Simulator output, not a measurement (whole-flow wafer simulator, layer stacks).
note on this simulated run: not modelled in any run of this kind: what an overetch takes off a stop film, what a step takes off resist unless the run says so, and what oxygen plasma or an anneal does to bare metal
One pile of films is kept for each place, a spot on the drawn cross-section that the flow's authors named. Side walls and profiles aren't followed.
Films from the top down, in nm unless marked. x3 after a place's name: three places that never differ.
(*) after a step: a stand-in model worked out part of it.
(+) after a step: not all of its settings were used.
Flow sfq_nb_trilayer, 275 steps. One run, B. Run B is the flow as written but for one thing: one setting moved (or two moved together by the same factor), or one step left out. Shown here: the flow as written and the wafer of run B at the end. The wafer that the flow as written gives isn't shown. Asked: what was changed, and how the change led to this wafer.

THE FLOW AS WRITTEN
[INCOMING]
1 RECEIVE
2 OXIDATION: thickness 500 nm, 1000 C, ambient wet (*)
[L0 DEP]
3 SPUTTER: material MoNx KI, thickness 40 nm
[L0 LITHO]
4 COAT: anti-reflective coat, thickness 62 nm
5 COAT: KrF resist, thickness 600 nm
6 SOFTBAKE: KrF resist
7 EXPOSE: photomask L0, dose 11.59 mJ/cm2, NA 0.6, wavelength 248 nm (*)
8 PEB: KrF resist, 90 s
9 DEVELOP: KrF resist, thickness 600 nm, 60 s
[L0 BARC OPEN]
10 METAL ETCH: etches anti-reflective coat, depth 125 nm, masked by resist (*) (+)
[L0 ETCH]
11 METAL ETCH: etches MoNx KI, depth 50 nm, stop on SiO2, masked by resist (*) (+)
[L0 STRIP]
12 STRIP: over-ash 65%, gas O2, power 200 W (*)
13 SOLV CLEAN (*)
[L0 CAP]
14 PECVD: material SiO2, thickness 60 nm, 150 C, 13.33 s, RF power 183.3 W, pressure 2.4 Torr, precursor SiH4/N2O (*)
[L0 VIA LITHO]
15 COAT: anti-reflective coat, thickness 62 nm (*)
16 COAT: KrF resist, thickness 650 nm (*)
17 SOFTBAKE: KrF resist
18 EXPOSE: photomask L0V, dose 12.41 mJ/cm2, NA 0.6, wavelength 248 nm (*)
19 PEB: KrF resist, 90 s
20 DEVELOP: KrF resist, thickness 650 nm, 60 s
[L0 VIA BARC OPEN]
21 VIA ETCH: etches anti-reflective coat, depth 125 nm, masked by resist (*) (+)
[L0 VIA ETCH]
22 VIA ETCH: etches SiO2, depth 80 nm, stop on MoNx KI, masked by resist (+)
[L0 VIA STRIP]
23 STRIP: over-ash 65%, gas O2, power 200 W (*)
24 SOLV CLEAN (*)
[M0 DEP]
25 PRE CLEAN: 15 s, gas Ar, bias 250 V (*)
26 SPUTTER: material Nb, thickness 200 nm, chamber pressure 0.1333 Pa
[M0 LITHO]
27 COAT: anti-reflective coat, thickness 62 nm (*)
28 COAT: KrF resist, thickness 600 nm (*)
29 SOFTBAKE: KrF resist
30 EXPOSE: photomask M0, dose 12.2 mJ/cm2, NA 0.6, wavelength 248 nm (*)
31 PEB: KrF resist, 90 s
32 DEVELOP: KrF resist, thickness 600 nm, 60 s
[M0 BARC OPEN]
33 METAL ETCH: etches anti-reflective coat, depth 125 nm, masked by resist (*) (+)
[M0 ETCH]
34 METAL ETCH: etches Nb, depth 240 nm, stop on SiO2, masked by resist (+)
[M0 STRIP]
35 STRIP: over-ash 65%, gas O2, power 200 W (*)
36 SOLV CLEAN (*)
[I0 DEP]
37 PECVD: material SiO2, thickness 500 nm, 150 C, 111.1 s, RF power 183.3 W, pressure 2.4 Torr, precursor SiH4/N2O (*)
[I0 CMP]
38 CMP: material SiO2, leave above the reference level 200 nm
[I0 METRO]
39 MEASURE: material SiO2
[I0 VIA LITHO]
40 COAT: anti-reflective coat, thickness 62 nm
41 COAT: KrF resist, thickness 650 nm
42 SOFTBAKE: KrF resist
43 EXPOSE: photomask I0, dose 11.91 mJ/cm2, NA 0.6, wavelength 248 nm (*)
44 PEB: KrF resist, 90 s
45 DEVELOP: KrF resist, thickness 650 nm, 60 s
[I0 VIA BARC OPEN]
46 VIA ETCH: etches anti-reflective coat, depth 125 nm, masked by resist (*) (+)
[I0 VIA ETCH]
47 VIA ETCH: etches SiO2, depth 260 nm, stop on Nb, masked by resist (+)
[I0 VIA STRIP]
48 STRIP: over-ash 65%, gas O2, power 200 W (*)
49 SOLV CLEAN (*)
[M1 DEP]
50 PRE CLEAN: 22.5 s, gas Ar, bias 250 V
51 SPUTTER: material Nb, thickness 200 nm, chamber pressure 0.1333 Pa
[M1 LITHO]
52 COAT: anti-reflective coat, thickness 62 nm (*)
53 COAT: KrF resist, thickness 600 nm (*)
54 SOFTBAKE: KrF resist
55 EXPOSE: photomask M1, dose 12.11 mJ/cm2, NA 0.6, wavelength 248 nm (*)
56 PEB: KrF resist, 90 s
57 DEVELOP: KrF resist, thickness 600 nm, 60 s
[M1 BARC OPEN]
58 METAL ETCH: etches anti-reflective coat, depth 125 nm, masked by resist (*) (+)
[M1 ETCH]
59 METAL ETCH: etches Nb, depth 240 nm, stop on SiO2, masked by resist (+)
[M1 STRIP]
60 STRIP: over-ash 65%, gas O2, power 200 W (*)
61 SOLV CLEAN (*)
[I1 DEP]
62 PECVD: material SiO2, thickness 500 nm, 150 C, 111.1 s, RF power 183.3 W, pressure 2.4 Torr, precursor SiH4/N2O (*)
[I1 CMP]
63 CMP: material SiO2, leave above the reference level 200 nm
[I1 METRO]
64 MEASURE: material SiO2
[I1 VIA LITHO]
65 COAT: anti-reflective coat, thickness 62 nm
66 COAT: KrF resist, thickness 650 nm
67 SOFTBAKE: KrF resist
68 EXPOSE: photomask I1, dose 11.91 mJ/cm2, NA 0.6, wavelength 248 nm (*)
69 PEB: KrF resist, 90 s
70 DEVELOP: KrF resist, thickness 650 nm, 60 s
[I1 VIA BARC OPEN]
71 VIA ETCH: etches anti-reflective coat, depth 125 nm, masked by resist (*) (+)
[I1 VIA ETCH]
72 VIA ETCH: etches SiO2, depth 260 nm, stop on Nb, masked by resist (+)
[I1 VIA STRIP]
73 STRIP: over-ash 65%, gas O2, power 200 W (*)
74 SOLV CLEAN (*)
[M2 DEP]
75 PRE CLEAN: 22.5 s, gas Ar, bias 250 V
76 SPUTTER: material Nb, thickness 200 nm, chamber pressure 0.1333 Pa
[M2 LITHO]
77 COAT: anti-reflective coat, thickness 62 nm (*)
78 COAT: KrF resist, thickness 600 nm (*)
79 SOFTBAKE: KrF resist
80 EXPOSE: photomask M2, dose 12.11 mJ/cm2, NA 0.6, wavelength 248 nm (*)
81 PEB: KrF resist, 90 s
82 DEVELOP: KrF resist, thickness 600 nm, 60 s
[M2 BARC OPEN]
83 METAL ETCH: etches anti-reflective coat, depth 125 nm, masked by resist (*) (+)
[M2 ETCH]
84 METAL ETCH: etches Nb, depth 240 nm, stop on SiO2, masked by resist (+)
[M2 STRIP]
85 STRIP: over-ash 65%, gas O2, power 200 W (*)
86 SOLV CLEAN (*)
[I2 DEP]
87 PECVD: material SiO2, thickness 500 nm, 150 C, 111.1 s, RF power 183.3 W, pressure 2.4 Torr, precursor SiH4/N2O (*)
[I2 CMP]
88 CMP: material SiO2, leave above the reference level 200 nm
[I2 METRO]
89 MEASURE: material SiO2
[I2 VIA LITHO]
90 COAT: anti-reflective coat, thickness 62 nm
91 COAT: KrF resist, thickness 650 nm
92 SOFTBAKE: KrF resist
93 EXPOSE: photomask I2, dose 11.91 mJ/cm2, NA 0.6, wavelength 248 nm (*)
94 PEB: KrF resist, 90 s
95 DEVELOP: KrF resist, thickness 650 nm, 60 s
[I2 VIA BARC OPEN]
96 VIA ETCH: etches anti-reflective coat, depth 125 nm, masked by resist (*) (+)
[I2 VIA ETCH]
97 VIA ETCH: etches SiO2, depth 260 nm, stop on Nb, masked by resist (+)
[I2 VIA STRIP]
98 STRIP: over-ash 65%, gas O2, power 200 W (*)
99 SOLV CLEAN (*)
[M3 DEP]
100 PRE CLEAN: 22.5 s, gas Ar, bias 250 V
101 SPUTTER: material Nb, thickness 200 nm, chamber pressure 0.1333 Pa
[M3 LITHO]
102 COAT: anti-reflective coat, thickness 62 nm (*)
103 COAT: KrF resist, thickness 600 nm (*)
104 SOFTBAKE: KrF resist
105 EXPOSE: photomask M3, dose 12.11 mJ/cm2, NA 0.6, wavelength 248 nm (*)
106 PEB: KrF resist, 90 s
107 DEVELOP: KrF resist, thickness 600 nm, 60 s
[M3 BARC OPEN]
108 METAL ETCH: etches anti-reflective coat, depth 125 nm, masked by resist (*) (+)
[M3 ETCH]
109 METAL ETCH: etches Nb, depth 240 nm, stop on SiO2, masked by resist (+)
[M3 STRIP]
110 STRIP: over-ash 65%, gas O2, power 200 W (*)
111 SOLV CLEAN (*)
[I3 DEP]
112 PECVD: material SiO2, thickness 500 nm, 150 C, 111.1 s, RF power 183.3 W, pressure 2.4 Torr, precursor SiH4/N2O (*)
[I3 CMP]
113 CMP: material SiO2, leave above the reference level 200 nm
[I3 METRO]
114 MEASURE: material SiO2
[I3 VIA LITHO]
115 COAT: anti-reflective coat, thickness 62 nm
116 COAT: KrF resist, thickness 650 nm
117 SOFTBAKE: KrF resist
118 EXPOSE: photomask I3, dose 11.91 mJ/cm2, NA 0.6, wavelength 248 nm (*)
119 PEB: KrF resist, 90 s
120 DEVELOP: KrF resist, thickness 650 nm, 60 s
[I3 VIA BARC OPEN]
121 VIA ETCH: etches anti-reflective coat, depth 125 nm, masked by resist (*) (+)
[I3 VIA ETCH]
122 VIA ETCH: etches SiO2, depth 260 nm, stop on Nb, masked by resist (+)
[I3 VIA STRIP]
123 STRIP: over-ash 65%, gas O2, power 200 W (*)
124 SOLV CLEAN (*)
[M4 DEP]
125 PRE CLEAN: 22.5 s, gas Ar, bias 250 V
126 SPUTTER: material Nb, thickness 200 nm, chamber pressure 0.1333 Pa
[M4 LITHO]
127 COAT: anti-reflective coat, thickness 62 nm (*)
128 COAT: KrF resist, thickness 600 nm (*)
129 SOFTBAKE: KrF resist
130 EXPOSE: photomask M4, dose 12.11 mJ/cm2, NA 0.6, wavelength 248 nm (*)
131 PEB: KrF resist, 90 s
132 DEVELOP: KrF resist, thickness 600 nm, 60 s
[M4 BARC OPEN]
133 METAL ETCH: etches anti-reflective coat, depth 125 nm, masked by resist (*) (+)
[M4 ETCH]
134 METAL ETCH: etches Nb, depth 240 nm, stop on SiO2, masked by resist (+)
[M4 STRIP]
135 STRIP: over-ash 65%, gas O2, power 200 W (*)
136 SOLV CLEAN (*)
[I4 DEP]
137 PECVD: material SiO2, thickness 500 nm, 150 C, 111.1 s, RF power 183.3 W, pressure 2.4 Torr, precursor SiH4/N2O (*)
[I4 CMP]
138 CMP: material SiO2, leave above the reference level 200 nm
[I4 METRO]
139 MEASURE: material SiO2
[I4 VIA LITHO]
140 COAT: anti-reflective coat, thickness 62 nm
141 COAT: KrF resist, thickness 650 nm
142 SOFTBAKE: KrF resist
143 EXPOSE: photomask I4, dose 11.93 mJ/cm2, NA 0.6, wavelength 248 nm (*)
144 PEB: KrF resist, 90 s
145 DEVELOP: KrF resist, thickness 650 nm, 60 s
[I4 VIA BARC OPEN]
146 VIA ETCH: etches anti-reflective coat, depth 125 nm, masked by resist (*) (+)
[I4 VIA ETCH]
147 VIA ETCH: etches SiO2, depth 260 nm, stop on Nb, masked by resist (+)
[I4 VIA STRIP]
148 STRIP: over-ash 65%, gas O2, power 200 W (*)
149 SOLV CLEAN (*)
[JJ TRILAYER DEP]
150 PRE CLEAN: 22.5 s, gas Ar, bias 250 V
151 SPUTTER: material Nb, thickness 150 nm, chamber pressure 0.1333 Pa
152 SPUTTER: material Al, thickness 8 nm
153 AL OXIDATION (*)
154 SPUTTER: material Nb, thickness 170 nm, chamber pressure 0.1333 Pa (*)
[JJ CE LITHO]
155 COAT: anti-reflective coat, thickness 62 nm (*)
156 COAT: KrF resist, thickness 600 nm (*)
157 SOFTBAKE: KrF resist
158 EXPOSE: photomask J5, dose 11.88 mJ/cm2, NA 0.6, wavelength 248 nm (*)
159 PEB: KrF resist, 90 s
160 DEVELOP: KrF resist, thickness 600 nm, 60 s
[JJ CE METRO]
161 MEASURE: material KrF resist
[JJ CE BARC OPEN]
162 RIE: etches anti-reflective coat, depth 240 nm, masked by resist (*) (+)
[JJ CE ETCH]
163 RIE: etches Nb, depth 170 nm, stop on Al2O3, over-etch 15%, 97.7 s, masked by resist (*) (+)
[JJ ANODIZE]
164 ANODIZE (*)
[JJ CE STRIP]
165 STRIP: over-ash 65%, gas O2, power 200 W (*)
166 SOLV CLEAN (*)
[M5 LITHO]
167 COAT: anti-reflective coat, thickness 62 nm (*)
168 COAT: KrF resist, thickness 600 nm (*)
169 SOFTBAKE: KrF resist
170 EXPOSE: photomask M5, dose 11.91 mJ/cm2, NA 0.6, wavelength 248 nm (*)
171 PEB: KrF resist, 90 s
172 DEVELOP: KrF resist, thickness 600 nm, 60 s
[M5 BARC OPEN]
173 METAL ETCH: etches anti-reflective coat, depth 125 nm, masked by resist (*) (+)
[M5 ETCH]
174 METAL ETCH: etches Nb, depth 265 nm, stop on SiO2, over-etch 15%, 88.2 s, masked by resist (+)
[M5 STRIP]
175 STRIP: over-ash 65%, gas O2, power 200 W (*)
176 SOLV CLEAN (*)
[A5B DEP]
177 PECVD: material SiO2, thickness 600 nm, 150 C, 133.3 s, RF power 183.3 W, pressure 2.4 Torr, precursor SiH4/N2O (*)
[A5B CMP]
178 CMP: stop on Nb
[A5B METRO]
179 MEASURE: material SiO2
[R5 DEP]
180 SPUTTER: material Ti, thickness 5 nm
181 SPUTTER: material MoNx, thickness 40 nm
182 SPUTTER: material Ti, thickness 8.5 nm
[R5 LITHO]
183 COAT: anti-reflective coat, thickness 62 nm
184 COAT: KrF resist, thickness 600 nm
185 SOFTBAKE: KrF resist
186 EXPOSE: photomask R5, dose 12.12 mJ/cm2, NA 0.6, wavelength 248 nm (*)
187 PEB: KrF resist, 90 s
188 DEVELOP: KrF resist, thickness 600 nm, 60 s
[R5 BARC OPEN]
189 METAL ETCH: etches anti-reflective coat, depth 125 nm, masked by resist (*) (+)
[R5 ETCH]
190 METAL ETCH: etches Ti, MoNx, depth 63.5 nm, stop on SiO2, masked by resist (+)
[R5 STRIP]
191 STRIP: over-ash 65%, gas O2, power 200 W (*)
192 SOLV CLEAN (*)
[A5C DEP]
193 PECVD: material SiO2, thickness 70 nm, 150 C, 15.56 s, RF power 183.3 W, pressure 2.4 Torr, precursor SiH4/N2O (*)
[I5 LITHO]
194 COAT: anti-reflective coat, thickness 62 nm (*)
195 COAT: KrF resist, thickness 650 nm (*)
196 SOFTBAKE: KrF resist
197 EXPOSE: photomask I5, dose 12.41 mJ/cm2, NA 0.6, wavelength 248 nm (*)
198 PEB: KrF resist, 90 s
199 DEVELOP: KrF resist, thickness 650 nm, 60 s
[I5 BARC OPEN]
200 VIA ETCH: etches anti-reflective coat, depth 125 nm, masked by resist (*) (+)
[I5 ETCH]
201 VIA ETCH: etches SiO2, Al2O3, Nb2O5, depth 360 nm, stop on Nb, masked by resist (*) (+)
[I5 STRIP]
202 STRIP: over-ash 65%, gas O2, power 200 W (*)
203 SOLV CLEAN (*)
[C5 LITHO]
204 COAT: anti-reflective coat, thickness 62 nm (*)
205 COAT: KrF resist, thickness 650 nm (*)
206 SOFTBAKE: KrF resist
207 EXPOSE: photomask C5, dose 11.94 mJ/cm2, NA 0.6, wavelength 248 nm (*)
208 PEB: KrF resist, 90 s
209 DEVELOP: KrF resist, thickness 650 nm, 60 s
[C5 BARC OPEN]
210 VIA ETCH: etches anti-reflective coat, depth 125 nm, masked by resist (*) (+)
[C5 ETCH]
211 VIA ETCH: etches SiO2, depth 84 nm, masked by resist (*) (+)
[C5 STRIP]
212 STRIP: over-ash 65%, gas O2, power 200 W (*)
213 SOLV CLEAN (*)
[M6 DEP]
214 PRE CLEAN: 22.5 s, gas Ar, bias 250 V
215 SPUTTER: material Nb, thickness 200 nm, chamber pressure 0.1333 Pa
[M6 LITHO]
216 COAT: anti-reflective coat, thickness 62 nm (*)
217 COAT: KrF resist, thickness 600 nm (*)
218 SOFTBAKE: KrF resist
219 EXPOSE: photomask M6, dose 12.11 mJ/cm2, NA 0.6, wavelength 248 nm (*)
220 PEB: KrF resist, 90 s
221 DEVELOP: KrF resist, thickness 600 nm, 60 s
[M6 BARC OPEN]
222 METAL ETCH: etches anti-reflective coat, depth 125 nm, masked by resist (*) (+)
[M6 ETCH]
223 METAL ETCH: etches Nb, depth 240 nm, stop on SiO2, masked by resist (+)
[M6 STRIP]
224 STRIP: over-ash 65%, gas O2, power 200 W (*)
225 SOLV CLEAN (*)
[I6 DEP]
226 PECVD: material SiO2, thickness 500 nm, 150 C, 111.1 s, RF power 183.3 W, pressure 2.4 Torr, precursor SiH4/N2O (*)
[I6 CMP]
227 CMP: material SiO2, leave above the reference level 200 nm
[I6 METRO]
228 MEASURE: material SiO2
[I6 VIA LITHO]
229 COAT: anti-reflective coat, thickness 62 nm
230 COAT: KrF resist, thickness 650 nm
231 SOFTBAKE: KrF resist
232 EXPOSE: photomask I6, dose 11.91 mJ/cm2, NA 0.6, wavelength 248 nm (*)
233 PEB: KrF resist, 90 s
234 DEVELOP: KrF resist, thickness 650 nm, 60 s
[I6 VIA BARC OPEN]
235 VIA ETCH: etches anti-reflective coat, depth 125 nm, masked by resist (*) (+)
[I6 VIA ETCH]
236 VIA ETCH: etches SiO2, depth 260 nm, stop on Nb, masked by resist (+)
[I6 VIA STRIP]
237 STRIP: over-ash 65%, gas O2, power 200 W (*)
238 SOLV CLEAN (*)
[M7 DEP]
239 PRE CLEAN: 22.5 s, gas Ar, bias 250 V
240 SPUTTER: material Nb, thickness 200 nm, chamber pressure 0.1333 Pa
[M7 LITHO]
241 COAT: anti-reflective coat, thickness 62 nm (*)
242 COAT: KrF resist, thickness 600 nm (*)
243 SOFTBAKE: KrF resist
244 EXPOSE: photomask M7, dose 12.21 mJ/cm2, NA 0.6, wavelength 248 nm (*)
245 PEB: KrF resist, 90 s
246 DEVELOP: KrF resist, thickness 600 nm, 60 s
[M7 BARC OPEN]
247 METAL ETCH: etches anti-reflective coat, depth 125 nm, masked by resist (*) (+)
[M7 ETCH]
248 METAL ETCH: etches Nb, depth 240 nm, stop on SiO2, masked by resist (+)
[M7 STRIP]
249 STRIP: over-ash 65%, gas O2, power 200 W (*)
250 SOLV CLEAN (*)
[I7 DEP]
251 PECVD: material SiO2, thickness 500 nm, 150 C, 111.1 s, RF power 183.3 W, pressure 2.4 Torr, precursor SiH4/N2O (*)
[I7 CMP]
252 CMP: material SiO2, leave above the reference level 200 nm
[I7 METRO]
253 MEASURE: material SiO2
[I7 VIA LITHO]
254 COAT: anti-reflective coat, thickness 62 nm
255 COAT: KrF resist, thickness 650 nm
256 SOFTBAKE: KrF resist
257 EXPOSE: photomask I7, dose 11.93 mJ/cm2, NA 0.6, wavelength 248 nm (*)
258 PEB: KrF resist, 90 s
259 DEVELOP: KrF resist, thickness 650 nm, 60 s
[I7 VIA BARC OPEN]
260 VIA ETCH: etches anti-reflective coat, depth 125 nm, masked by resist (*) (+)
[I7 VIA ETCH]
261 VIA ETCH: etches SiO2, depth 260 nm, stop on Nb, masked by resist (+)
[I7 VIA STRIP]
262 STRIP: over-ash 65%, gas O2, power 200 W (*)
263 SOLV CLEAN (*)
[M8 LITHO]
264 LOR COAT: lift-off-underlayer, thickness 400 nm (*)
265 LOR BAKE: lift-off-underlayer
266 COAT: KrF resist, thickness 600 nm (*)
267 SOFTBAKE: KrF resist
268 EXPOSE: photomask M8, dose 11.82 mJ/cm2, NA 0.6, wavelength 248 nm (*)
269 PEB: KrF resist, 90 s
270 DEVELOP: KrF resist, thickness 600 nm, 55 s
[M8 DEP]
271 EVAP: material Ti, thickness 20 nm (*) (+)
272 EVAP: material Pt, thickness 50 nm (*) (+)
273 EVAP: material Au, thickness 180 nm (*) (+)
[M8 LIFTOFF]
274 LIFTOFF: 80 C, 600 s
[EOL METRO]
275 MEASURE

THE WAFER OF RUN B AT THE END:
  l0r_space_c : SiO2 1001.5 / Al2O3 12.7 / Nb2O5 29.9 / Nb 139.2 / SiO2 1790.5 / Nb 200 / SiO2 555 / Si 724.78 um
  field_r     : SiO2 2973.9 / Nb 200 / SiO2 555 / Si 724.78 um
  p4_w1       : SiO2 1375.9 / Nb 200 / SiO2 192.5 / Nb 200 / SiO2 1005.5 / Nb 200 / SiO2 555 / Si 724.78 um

The cause: step 88, CMP: leave above the reference level 228 nm was run, where the flow has leave above the reference level 200 nm.

How the change led to this, step by step:
  88 CMP: material SiO2, leave above the reference level 200 nm
      field_l, be, be_sur and 81 more: SiO2 -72 (as written it would be: SiO2 -100)
      v_sur, via_wl, via_w and 18 more: SiO2 -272 (as written it would be: SiO2 -300)
      (and at 1 more place)
  97 VIA ETCH: etches SiO2, depth 260 nm, stop on Nb, masked by resist (+)
      via_w: SiO2 -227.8 (all of it) (as written it would be: SiO2 -199.8 (all of it))
  101 SPUTTER: material Nb, thickness 200 nm, chamber pressure 0.1333 Pa
      via_w: Nb +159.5 (as written it would be: Nb +165.5)
  102 COAT: anti-reflective coat, thickness 62 nm (*)
      via_wl, via_wr: anti-reflective coat +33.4 (new film) (as written it would be: anti-reflective coat +34.2 (new film))
      via_w: anti-reflective coat +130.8 (new film) (as written it would be: anti-reflective coat +124.8 (new film))
  103 COAT: KrF resist, thickness 600 nm (*)
      via_w: KrF resist +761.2 (new film) (as written it would be: KrF resist +737.9 (new film))
  110 STRIP: over-ash 65%, gas O2, power 200 W (*)
      via_wl, via_wr: KrF resist -381.4 (all of it), anti-reflective coat -33.4 (all of it) (as written it would be: KrF resist -384.2 (all of it), anti-reflective coat -34.2 (all of it))
      via_w: KrF resist -543.2 (all of it), anti-reflective coat -130.8 (all of it) (as written it would be: KrF resist -520 (all of it), anti-reflective coat -124.8 (all of it))
  112 PECVD: material SiO2, thickness 500 nm, 150 C, 111.1 s, RF power 183.3 W, pressure 2.4 Torr, precursor SiH4/N2O (*)
      via_w: SiO2 +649 (new film) (as written it would be: SiO2 +615 (new film))
